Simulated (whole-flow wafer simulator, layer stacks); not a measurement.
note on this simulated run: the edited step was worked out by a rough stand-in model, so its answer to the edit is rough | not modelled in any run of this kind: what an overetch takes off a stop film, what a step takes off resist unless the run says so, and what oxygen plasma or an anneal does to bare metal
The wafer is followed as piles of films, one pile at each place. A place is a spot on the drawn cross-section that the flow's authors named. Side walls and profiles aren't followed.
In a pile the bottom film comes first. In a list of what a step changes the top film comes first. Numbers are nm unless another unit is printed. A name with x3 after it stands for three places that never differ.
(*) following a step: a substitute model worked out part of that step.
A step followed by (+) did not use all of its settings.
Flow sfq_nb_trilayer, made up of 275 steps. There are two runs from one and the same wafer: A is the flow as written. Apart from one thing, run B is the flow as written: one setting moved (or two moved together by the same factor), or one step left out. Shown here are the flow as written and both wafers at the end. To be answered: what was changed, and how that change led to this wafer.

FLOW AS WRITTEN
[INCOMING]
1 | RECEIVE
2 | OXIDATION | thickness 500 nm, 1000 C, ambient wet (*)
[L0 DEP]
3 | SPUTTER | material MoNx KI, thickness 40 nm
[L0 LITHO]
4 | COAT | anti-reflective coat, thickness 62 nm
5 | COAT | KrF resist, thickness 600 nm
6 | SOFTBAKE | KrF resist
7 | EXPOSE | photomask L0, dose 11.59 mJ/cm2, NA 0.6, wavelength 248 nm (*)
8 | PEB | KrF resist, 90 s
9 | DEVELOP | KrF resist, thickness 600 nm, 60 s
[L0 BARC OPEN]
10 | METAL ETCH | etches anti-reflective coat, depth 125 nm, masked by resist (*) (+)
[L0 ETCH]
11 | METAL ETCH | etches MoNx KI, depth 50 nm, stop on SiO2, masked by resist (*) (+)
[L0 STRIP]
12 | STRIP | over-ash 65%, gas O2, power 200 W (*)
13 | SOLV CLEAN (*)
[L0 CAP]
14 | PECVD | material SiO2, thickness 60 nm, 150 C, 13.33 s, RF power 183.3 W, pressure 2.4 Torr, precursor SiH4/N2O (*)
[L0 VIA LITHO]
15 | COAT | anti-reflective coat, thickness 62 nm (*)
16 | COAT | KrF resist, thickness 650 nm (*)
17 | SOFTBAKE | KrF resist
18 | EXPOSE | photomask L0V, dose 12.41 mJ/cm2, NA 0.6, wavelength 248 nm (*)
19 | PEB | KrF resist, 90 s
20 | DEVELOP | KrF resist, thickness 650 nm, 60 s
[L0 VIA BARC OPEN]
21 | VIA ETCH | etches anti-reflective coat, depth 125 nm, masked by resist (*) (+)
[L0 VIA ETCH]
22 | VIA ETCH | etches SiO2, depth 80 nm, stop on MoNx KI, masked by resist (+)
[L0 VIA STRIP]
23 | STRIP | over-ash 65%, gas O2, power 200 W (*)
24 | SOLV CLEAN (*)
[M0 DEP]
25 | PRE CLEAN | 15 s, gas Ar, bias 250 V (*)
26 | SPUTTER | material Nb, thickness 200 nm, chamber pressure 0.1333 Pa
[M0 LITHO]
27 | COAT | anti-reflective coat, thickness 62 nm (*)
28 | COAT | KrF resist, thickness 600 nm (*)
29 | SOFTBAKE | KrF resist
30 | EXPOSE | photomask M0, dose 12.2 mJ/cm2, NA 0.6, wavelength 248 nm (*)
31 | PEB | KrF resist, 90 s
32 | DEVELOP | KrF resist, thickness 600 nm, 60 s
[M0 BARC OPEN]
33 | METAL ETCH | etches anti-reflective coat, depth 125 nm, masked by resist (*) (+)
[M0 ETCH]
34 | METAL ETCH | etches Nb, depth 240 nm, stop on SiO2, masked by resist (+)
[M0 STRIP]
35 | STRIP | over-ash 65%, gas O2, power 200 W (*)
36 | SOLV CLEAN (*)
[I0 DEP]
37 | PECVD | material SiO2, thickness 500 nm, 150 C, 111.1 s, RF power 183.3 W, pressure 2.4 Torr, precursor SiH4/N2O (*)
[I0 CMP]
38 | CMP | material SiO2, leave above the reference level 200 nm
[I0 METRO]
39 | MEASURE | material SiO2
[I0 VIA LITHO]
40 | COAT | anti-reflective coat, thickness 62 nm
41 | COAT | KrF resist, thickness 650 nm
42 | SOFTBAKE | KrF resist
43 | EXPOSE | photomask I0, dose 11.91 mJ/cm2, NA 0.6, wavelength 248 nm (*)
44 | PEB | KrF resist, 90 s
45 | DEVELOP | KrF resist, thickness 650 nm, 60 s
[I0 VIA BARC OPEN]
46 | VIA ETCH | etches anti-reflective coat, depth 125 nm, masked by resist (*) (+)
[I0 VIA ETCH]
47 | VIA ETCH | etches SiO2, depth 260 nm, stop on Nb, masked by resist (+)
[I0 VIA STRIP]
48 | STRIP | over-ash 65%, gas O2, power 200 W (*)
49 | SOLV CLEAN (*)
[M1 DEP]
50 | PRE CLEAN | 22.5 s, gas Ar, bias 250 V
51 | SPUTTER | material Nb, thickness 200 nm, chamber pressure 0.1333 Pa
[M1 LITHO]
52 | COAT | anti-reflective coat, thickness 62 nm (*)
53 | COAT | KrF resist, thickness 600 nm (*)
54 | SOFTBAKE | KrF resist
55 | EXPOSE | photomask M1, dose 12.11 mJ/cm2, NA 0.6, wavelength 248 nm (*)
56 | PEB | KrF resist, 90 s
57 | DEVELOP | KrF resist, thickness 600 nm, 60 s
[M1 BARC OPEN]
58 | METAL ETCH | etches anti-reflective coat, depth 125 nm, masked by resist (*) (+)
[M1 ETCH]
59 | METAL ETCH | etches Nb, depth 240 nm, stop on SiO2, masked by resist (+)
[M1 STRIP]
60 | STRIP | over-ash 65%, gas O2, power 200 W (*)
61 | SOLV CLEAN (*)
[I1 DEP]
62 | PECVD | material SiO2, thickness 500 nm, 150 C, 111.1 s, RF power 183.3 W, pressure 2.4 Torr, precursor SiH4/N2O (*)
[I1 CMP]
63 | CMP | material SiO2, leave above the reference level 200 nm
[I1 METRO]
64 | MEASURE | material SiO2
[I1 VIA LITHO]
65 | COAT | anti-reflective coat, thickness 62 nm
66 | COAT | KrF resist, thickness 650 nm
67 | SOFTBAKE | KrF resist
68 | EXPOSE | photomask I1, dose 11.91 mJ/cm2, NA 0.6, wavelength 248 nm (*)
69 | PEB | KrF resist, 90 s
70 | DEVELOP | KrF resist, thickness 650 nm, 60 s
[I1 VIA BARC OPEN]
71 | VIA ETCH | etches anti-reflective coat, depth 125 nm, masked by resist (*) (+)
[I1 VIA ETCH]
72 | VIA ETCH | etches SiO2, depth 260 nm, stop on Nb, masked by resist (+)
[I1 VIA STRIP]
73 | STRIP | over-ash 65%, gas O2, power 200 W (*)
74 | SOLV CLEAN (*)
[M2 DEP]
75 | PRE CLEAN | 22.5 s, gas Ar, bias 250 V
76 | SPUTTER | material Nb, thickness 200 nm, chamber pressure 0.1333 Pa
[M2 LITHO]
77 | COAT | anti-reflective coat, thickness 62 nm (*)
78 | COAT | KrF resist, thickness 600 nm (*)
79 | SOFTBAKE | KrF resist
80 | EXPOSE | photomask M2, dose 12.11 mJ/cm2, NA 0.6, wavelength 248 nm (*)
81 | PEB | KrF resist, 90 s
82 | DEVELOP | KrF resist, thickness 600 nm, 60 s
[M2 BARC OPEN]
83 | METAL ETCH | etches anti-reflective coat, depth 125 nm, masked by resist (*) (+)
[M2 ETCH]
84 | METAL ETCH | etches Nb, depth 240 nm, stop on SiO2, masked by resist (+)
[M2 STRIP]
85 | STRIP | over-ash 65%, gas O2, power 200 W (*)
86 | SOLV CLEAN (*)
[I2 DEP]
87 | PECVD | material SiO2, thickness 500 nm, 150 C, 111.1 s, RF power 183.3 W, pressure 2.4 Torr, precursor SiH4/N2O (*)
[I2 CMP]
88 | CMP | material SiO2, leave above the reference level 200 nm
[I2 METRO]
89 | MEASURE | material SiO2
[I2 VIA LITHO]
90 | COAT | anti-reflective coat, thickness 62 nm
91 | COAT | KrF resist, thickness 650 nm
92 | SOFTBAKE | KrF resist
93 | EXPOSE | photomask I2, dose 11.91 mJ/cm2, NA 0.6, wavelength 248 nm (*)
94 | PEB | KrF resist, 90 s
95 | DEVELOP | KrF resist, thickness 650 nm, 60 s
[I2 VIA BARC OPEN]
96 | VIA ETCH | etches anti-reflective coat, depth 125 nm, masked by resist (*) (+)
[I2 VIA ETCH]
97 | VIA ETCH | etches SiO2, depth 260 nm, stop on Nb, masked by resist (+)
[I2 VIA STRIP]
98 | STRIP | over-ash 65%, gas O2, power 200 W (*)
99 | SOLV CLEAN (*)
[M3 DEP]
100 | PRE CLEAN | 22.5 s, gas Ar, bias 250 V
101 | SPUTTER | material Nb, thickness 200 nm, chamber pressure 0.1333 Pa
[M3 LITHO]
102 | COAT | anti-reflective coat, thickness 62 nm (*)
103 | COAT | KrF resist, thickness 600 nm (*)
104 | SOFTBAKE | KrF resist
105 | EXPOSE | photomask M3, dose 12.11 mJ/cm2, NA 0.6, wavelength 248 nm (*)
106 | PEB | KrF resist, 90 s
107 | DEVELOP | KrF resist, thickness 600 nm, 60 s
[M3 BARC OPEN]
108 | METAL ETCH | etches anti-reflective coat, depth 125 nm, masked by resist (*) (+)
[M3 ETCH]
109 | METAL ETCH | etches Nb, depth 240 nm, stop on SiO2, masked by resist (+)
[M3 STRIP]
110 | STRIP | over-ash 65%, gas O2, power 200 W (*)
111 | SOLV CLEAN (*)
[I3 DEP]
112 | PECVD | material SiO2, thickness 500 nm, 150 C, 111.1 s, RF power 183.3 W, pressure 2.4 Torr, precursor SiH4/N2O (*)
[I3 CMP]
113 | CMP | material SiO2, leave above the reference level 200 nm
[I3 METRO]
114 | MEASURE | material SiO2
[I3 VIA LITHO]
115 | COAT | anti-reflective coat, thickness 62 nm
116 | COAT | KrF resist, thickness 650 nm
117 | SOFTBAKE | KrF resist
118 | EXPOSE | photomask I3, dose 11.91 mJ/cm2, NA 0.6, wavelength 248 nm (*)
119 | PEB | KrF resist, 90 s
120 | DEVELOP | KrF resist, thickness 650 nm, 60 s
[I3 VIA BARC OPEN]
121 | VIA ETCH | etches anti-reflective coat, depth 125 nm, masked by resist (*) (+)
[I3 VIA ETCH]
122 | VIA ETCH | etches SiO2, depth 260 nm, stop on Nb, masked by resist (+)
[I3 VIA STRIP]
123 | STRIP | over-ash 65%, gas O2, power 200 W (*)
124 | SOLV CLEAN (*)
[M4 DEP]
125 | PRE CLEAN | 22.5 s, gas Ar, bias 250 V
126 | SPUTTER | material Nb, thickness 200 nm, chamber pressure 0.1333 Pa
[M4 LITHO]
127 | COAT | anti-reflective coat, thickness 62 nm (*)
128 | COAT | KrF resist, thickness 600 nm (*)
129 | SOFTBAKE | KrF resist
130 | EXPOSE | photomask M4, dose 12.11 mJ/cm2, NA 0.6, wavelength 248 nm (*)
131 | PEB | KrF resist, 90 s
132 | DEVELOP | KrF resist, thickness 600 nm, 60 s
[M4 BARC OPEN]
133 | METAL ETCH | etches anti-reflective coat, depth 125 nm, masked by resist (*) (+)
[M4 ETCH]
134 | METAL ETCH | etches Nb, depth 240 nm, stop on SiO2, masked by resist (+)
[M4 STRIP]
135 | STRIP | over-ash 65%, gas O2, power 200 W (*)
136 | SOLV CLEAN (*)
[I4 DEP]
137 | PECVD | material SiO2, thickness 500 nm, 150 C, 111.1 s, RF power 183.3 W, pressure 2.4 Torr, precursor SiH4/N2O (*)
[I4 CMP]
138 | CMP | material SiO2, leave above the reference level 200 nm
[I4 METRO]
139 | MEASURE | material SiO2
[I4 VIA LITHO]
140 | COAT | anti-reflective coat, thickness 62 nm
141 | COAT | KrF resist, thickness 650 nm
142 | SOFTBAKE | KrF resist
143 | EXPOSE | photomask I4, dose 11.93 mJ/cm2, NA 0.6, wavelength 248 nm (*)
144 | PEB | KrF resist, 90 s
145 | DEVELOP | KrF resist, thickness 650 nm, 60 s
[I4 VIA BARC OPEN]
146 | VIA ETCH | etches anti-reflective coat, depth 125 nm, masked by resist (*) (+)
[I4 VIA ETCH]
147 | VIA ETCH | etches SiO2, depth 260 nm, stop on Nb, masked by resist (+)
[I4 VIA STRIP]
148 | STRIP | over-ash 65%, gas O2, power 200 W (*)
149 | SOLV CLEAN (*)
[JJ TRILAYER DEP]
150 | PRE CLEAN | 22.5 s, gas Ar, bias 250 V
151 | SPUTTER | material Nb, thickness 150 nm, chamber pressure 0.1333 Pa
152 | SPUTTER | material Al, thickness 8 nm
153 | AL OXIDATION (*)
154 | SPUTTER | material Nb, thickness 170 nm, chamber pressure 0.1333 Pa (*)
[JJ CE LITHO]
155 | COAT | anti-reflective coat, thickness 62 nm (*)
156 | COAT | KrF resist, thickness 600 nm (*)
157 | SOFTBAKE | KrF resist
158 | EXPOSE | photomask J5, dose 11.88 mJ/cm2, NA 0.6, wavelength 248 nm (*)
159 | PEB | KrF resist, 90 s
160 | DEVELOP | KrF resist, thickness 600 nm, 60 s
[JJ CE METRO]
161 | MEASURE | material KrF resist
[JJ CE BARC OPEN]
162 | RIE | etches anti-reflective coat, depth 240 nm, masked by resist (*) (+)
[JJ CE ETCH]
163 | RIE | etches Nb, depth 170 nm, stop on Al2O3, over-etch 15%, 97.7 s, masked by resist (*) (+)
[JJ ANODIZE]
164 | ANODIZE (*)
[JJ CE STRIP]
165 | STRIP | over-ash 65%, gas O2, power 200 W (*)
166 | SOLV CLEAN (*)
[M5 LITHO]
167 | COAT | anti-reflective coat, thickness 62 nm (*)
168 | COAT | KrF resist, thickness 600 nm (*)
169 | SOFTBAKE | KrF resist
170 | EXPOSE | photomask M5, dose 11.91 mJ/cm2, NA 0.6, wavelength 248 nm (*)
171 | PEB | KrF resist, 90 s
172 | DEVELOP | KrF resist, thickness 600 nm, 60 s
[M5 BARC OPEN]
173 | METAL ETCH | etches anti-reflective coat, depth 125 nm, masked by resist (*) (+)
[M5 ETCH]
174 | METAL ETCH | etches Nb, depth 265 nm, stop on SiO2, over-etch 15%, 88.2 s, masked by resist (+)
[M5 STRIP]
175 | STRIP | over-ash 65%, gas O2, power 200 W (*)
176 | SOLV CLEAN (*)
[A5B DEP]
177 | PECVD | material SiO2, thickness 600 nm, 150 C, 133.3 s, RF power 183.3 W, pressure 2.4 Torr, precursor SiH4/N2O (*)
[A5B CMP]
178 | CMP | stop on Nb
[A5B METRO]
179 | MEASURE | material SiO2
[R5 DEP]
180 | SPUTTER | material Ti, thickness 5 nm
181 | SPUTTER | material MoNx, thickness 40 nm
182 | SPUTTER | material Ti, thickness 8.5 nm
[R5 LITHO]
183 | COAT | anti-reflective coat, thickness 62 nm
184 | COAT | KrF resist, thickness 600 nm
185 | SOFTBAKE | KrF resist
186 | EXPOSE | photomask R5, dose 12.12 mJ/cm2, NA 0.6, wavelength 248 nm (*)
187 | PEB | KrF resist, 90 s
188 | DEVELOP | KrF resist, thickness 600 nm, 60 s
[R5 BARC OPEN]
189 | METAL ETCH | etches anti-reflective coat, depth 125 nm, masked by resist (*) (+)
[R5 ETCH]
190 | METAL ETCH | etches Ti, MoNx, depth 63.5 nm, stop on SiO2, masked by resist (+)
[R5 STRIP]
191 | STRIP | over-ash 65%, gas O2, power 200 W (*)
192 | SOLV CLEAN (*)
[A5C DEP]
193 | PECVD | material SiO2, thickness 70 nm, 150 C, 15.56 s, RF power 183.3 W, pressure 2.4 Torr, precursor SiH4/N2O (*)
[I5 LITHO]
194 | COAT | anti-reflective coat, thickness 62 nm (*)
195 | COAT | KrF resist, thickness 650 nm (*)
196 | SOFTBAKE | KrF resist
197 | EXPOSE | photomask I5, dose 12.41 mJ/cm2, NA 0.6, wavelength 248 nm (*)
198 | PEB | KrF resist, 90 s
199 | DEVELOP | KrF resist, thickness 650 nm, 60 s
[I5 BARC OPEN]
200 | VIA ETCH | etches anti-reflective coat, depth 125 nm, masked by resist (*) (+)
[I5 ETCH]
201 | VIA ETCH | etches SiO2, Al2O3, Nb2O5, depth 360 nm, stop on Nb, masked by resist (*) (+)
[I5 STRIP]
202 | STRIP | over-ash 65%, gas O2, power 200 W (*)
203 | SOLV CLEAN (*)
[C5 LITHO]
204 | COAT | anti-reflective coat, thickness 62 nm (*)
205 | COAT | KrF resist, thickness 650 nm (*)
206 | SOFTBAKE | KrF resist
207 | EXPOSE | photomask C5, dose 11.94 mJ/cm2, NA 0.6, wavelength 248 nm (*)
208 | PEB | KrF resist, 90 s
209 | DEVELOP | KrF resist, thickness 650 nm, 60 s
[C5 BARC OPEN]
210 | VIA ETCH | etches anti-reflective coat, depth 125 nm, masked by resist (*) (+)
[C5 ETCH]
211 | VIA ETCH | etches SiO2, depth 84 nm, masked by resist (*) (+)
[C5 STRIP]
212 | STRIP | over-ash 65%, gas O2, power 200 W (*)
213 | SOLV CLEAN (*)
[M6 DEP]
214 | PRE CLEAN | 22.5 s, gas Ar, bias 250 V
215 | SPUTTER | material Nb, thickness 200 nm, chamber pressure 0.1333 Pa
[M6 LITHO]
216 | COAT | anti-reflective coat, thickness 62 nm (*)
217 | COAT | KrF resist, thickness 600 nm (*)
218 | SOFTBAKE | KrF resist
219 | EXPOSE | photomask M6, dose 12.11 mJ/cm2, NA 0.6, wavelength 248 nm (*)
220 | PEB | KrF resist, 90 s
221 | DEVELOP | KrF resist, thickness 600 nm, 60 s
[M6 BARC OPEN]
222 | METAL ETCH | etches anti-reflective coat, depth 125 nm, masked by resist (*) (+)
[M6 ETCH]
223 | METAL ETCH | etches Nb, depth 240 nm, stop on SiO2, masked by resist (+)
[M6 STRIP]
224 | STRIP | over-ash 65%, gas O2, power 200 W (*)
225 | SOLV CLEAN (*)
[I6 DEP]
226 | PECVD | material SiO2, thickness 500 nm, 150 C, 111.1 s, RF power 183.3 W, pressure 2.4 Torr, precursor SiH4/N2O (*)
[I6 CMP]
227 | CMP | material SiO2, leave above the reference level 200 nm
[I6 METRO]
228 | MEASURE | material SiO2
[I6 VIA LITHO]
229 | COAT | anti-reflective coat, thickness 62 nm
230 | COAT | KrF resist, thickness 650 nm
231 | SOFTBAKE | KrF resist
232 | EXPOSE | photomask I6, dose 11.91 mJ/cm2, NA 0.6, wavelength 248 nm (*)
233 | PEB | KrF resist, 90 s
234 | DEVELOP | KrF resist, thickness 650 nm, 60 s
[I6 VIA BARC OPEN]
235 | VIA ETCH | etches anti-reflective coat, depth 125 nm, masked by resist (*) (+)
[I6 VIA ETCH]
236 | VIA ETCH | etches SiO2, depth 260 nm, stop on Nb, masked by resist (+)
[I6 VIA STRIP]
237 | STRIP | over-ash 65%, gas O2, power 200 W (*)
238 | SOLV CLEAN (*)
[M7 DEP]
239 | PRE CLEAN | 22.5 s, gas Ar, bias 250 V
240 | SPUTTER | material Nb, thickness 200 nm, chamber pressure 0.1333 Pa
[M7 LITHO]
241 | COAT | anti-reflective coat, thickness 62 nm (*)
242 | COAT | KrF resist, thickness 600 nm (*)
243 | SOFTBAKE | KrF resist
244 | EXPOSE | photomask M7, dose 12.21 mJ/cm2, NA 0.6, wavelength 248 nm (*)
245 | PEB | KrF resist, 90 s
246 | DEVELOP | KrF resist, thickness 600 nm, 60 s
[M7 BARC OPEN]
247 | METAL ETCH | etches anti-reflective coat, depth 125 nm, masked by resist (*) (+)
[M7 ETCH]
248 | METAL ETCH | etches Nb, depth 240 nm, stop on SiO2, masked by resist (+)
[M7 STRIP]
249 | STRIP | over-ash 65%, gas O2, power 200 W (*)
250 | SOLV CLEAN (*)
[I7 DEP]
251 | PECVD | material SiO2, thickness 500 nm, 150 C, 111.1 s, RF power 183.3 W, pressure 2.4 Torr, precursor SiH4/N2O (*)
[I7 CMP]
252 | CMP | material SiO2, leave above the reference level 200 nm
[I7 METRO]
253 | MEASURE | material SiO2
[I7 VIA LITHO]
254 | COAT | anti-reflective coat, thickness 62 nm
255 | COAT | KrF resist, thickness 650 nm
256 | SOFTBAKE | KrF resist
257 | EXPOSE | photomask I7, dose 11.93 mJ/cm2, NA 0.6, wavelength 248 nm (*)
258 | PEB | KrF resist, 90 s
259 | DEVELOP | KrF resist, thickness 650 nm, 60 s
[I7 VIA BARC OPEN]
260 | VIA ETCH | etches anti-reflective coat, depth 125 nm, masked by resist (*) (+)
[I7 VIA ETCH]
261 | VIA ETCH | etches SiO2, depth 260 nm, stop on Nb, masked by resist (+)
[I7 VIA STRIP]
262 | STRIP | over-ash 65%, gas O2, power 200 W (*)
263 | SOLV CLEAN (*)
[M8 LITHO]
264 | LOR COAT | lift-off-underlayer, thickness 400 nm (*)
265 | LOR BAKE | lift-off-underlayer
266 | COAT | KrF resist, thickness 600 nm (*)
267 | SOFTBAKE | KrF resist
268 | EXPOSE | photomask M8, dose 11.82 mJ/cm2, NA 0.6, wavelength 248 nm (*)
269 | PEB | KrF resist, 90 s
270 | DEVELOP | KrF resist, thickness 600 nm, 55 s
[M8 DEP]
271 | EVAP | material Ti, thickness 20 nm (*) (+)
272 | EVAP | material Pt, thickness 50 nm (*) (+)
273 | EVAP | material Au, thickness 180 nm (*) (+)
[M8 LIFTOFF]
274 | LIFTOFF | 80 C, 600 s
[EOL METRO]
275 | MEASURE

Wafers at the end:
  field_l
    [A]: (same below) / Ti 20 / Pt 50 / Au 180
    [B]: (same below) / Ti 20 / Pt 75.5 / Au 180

Cause: step 272, EVAP: thickness 75.5 nm was run, while the flow as written has thickness 50 nm.
The wafer itself shows it: field_l has Pt 75.5, and step 272 as written asks for 50 nm.

Step by step, how the change led to this:
  272 | EVAP | material Pt, thickness 50 nm (*) (+)
      field_l, v_sur, via_wl and 103 more: A +50 Pt (new film) | B +75.5 Pt (new film)
  274 | LIFTOFF | 80 C, 600 s
      p4_fl, p4_fm, p4_w1 and 71 more: A -180 Au (all of it), -50 Pt (all of it), -20 Ti (all of it), -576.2 KrF resist (all of it), -400 lift-off-underlayer (all of it) | B -180 Au (all of it), -75.5 Pt (all of it), -20 Ti (all of it), -576.2 KrF resist (all of it), -400 lift-off-underlayer (all of it)
      c5j, ce_r: A -180 Au (all of it), -50 Pt (all of it), -20 Ti (all of it), -573.3 KrF resist (all of it), -399.3 lift-off-underlayer (all of it) | B -180 Au (all of it), -75.5 Pt (all of it), -20 Ti (all of it), -573.3 KrF resist (all of it), -399.3 lift-off-underlayer (all of it)
      (also at 19 further places)
